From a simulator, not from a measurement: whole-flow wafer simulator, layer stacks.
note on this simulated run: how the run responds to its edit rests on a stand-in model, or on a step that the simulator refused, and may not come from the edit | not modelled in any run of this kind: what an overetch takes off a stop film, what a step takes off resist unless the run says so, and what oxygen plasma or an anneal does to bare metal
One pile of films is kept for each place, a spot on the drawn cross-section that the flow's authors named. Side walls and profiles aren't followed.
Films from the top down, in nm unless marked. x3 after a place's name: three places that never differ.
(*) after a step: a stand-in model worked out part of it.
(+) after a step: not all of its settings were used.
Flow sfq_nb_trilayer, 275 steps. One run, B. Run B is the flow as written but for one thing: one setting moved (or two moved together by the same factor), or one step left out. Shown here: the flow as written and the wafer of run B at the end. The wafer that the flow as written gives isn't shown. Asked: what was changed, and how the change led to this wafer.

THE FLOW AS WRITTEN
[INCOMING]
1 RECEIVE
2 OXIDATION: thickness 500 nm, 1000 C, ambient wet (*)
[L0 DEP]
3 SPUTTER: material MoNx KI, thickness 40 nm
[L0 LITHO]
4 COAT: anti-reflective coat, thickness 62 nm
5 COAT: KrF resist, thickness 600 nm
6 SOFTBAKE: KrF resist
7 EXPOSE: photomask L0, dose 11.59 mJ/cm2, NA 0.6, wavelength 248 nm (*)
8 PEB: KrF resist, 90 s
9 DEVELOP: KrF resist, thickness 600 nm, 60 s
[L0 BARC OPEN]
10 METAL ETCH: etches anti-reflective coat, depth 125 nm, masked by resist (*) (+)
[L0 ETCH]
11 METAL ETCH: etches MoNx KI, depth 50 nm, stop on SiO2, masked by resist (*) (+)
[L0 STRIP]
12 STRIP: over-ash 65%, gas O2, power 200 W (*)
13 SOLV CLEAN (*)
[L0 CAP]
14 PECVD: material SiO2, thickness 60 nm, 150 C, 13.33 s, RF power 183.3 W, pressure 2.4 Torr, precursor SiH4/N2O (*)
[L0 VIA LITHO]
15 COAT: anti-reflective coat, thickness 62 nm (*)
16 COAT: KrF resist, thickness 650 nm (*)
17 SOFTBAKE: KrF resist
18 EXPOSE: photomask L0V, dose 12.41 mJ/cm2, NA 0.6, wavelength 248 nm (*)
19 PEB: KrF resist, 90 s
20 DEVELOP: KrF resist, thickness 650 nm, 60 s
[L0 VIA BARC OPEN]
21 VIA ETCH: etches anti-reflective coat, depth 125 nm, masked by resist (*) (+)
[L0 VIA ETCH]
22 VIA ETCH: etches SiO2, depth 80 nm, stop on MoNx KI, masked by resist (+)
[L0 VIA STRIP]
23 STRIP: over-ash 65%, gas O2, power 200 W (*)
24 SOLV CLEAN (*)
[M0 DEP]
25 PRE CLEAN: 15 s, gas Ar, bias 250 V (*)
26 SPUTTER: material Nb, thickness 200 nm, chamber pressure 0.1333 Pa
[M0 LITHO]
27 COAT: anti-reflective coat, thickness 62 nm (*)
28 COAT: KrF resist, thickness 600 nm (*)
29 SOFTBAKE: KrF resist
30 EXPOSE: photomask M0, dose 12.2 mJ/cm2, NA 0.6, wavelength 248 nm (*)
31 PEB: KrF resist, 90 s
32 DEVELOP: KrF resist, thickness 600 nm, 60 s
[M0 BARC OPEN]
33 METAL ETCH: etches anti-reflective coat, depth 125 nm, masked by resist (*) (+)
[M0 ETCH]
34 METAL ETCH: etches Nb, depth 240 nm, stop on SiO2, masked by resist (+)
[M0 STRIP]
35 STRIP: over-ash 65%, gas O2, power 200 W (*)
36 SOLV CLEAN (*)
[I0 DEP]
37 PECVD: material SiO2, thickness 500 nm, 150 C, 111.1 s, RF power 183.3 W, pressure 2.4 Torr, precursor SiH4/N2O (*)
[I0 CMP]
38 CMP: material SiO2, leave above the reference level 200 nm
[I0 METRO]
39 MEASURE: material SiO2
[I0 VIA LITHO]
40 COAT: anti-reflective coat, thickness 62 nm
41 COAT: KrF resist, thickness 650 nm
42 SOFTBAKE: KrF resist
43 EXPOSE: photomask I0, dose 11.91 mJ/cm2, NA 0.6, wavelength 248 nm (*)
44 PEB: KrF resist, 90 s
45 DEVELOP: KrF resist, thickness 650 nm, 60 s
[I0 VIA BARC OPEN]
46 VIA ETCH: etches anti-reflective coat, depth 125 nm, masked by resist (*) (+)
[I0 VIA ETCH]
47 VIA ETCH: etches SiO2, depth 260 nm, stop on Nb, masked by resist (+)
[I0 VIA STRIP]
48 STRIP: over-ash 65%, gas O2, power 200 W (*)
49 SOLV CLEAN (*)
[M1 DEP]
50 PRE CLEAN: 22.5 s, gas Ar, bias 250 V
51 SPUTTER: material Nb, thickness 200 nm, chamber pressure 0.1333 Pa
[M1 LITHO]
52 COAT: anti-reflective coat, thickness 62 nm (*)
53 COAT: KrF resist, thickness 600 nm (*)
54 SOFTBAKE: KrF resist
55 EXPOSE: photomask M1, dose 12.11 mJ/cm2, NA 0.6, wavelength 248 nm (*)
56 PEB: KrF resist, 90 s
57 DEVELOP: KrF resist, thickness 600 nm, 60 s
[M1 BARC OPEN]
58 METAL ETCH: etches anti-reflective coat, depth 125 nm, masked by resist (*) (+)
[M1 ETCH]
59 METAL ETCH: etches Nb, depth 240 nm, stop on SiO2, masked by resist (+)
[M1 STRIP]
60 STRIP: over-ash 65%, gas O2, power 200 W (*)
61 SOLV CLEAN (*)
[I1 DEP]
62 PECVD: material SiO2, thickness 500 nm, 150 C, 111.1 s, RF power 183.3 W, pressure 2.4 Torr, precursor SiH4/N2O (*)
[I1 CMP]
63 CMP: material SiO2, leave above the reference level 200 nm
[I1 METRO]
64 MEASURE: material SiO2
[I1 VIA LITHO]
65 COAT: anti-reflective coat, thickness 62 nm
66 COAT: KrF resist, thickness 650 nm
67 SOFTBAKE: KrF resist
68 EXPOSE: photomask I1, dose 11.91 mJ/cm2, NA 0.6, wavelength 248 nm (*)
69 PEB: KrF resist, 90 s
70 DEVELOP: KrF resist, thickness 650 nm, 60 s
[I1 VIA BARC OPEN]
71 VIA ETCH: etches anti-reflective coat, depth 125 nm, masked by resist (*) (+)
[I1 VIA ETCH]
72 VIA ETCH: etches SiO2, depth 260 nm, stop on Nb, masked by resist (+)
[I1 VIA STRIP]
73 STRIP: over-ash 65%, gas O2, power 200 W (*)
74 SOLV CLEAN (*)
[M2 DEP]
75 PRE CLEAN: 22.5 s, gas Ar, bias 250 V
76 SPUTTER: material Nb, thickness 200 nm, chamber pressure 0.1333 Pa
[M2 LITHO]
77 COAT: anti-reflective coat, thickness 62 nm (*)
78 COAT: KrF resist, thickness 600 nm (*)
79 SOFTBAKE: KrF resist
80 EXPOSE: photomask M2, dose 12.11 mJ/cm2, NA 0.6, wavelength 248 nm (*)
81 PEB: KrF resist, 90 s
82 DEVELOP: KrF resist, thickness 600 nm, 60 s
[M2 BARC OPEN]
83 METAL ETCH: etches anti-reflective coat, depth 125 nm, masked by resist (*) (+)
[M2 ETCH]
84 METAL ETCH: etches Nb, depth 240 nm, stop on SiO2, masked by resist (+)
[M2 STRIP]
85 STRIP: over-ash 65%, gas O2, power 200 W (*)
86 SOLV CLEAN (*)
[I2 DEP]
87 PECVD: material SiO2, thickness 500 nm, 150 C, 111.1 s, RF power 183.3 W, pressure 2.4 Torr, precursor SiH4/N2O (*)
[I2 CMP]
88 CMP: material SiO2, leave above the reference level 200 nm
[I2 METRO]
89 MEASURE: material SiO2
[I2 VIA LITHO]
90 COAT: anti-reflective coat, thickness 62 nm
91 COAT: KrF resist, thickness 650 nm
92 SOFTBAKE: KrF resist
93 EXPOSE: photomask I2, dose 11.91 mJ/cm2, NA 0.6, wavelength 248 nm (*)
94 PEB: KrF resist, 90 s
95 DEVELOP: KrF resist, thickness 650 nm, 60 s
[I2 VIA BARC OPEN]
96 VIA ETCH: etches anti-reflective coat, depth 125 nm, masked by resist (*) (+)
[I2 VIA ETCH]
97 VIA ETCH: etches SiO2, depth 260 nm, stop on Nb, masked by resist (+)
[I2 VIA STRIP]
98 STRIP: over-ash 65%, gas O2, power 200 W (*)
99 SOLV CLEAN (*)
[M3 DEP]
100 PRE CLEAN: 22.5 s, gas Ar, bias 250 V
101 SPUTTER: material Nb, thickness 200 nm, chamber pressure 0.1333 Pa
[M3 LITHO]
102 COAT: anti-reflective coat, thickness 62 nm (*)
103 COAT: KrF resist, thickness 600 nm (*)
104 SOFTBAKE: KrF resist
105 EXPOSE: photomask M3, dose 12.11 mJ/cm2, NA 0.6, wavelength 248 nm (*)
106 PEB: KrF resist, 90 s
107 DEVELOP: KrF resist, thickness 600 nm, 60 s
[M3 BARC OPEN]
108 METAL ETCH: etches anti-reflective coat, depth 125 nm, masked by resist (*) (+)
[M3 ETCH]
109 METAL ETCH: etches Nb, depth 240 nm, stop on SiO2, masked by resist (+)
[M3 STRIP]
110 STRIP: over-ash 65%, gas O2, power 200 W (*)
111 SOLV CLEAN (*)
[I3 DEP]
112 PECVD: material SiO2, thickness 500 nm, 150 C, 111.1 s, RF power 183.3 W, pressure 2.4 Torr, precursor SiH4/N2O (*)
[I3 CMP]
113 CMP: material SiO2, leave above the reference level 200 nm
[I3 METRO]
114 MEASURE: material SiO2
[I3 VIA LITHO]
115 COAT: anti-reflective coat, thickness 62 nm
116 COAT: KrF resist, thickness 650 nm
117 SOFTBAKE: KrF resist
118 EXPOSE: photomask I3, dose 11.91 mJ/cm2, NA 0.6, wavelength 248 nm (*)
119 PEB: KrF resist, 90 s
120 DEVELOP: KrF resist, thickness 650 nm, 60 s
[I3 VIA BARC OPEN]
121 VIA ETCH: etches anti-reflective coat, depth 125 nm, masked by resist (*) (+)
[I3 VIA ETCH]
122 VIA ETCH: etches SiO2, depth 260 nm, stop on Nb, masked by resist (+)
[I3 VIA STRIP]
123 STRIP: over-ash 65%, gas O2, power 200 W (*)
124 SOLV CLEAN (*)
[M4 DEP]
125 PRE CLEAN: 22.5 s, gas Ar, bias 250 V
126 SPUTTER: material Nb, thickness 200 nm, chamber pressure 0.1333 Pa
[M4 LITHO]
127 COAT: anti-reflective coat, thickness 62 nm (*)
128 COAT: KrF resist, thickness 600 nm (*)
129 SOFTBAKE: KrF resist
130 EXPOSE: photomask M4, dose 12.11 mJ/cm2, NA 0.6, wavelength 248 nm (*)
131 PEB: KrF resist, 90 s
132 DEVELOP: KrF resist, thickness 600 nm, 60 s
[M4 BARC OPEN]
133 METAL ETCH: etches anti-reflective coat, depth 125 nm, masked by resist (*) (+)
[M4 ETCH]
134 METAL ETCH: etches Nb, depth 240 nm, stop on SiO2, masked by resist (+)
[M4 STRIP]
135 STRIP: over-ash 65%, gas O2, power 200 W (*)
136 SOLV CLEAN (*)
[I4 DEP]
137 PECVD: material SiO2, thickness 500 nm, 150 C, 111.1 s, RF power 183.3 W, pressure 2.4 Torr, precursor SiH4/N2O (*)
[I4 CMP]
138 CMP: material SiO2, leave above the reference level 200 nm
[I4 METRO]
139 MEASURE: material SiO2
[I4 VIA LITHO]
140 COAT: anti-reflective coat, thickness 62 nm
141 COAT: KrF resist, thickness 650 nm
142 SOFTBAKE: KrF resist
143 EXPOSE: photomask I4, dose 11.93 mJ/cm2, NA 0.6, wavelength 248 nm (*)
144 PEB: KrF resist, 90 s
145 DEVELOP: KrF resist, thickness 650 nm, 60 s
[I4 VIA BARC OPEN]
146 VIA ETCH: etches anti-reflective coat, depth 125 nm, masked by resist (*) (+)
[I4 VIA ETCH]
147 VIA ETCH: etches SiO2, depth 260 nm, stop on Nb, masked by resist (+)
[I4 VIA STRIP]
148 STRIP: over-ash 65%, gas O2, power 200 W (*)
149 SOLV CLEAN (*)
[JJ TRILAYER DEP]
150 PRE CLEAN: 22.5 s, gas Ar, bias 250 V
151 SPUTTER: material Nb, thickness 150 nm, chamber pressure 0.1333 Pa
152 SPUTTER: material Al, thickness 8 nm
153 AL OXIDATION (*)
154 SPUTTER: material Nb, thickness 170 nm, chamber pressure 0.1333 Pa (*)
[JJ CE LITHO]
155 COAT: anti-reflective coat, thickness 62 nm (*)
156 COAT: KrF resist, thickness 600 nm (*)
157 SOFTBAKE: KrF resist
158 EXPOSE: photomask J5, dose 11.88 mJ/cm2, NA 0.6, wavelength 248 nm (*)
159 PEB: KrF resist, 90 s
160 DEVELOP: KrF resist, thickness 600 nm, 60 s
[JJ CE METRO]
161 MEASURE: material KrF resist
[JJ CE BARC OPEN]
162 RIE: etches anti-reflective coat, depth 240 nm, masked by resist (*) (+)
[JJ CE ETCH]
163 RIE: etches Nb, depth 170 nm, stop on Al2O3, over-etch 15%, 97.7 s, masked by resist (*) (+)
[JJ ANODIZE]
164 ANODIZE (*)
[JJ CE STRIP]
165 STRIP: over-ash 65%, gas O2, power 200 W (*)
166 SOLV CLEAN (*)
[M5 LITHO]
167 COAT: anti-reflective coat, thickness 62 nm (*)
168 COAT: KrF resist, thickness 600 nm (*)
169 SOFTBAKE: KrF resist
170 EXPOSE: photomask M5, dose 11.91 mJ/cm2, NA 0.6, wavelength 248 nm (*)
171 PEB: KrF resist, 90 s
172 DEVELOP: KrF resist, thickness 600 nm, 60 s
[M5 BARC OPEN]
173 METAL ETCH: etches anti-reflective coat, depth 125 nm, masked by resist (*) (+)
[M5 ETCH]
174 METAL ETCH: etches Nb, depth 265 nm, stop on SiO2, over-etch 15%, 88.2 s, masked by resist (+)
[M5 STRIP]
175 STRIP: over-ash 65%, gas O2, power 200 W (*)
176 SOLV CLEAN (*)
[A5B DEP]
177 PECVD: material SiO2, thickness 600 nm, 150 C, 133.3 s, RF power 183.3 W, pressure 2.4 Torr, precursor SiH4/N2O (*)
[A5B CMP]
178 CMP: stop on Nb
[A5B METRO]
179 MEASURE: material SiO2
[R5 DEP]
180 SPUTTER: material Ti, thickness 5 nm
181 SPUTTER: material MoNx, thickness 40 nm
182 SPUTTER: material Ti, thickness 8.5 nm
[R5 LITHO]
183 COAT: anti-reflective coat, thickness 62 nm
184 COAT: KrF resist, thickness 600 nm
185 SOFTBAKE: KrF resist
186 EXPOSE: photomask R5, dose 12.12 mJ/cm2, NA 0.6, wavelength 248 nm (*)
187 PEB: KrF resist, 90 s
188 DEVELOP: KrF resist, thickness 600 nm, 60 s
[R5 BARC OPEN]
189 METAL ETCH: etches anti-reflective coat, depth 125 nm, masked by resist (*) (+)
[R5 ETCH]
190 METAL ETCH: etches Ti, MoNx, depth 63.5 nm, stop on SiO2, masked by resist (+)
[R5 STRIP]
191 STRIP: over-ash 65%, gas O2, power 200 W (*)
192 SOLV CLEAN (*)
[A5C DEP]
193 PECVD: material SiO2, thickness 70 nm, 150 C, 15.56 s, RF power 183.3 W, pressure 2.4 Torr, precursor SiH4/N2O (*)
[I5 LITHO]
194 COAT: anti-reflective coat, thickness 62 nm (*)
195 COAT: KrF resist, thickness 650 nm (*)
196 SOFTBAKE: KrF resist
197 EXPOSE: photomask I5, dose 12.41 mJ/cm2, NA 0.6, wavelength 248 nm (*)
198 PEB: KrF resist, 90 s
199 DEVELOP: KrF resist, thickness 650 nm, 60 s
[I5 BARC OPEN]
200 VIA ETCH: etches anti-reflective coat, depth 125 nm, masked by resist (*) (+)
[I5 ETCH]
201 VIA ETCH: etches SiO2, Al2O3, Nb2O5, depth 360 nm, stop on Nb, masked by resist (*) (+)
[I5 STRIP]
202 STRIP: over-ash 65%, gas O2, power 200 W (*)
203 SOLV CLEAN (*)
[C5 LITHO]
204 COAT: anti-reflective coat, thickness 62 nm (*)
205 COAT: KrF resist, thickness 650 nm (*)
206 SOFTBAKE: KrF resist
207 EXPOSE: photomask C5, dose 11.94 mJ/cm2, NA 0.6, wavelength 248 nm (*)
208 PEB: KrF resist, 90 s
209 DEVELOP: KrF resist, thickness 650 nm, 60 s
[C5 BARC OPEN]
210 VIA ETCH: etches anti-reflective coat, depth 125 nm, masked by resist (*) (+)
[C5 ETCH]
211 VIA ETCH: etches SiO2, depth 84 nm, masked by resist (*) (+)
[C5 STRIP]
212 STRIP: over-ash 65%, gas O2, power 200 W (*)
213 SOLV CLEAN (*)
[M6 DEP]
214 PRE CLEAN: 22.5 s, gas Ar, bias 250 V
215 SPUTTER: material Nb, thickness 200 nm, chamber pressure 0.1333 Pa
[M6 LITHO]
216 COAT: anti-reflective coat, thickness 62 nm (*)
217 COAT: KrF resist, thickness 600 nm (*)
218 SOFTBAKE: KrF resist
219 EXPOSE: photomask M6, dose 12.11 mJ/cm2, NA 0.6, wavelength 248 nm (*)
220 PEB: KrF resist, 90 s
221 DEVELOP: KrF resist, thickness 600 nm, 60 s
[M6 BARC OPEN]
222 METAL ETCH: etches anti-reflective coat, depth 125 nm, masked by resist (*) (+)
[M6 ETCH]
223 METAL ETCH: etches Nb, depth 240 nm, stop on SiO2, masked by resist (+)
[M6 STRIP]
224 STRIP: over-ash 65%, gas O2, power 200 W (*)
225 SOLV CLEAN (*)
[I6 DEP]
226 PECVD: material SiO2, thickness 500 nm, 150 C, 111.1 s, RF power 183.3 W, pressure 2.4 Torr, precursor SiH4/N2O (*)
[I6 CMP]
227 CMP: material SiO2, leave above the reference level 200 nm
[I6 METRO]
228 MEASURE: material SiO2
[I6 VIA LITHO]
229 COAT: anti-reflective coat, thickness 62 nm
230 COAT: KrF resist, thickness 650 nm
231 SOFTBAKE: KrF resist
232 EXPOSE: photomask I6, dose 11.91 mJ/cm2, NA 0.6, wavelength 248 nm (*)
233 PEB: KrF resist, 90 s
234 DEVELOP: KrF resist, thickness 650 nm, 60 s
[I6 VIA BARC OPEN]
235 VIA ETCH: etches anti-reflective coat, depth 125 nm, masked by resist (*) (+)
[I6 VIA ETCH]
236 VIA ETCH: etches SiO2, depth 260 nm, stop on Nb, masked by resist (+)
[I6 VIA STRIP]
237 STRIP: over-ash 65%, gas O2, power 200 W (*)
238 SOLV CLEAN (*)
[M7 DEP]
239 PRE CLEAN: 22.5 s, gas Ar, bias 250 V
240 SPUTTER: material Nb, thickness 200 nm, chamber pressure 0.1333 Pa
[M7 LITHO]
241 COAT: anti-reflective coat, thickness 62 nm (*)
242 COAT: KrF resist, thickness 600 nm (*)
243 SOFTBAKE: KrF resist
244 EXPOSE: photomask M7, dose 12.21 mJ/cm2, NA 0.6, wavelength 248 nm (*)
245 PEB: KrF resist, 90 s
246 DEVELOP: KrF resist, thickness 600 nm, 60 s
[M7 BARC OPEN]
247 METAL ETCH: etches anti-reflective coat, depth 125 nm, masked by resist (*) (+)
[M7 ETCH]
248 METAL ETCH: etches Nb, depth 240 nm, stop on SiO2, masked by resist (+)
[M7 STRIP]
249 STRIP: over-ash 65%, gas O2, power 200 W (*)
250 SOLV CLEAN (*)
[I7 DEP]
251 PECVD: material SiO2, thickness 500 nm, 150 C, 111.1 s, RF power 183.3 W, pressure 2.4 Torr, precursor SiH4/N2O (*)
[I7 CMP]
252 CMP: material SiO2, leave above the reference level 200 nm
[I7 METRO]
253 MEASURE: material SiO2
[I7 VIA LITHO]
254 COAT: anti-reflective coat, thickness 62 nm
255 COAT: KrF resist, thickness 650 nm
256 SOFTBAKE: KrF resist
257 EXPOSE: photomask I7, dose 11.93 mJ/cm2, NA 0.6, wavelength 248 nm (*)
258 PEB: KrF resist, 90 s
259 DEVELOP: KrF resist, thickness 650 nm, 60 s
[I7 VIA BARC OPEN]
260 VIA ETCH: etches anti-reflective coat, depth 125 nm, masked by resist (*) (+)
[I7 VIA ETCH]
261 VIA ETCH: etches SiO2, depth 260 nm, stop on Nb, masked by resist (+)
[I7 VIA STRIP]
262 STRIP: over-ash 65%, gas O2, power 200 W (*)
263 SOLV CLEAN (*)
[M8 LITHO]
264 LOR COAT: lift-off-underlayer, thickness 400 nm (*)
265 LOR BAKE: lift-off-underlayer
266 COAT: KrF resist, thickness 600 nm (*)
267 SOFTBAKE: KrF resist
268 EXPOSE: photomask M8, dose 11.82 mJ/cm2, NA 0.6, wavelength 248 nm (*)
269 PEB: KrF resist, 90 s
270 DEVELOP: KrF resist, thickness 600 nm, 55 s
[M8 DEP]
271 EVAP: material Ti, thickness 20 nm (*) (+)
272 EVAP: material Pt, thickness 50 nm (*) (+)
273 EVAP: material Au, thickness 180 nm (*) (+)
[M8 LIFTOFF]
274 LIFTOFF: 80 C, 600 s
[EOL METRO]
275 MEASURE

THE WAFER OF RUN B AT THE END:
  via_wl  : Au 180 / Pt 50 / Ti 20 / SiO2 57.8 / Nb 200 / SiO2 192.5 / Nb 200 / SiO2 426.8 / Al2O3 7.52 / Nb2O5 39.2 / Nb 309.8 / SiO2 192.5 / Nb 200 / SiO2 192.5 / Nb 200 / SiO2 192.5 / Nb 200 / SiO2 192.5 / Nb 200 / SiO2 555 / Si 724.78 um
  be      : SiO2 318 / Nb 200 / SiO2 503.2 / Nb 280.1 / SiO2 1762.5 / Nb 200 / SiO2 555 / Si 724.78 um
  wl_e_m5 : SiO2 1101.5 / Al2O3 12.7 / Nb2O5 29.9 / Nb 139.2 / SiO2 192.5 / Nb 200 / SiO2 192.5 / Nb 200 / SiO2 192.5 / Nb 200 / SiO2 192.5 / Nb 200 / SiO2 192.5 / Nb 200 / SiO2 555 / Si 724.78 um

The cause: step 252, CMP: leave above the reference level 318 nm was run, where the flow has leave above the reference level 200 nm.
It can be read off the wafer: be has SiO2 318, and step 252 as written asks for 200 nm.

How the change led to this, step by step:
  252 CMP: material SiO2, leave above the reference level 200 nm
      field_l, p4_fl, p4_fm and 56 more: nothing (as written it would be: SiO2 -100)
      field_r, lsp_l: nothing (as written it would be: SiO2 -77.7)
      (and at 45 more places)
  254 COAT: anti-reflective coat, thickness 62 nm
      m0r_space_l, m0r_space_r, m6r_space_l x2: anti-reflective coat +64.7 (new film) (as written it would be: anti-reflective coat +62 (new film))
      l0r_line_l, m5r_space_l, m5r_space_r: anti-reflective coat +63.6 (new film) (as written it would be: anti-reflective coat +62 (new film))
      (and at 24 more places)
  255 COAT: KrF resist, thickness 650 nm
      lsp_l: KrF resist +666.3 (new film) (as written it would be: KrF resist +650 (new film))
  261 VIA ETCH: etches SiO2, depth 260 nm, stop on Nb, masked by resist (+)
      via_wl, via_w, via_wr: SiO2 -260 (as written it would be: SiO2 -199.8 (all of it))
  262 STRIP: over-ash 65%, gas O2, power 200 W (*)
      m0r_space_l, m0r_space_r, m6r_space_l x2: KrF resist -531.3 (all of it), anti-reflective coat -64.7 (all of it) (as written it would be: KrF resist -528.6 (all of it), anti-reflective coat -62 (all of it))
      m5r_space_l, m5r_space_r: KrF resist -531.2 (all of it), anti-reflective coat -63.6 (all of it) (as written it would be: KrF resist -528.6 (all of it), anti-reflective coat -62 (all of it))
      (and at 25 more places)
  264 LOR COAT: lift-off-underlayer, thickness 400 nm (*)
      v_sur: lift-off-underlayer +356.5 (new film) (as written it would be: lift-off-underlayer +369.4 (new film))
      via_wl: lift-off-underlayer +589 (new film) (as written it would be: lift-off-underlayer +549.8 (new film))
      (and at 10 more places)
  270 DEVELOP: KrF resist, thickness 600 nm, 55 s
      v_sur: KrF resist -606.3 (all of it), lift-off-underlayer -356.5 (all of it) (as written it would be: KrF resist -607.3 (all of it), lift-off-underlayer -369.4 (all of it))
      via_wl: KrF resist -630.3 (all of it), lift-off-underlayer -589 (all of it) (as written it would be: KrF resist -623.9 (all of it), lift-off-underlayer -549.8 (all of it))
      (and at 3 more places)
  274 LIFTOFF: 80 C, 600 s
      moat: Au -180 (all of it), Pt -50 (all of it), Ti -20 (all of it), KrF resist -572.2 (all of it), lift-off-underlayer -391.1 (all of it) (as written it would be: Au -180 (all of it), Pt -50 (all of it), Ti -20 (all of it), KrF resist -573.5 (all of it), lift-off-underlayer -399.6 (all of it))
      field_r: Au -180 (all of it), Pt -50 (all of it), Ti -20 (all of it), KrF resist -577 (all of it), lift-off-underlayer -425 (all of it) (as written it would be: Au -180 (all of it), Pt -50 (all of it), Ti -20 (all of it), KrF resist -573.5 (all of it), lift-off-underlayer -399.6 (all of it))
      (and at 5 more places)
Counting metal films that touch as one body, via_wl has 8 bodies (between them, from the top down: SiO2 57.8; SiO2 192.5; SiO2 426.8 / Al2O3 7.52 / Nb2O5 39.2; SiO2 192.5; SiO2 192.5; SiO2 192.5; SiO2 192.5); the flow as written gives 7 bodies (between them, from the top down: SiO2 192.5; SiO2 426.8 / Al2O3 7.52 / Nb2O5 39.2; SiO2 192.5; SiO2 192.5; SiO2 192.5; SiO2 192.5).
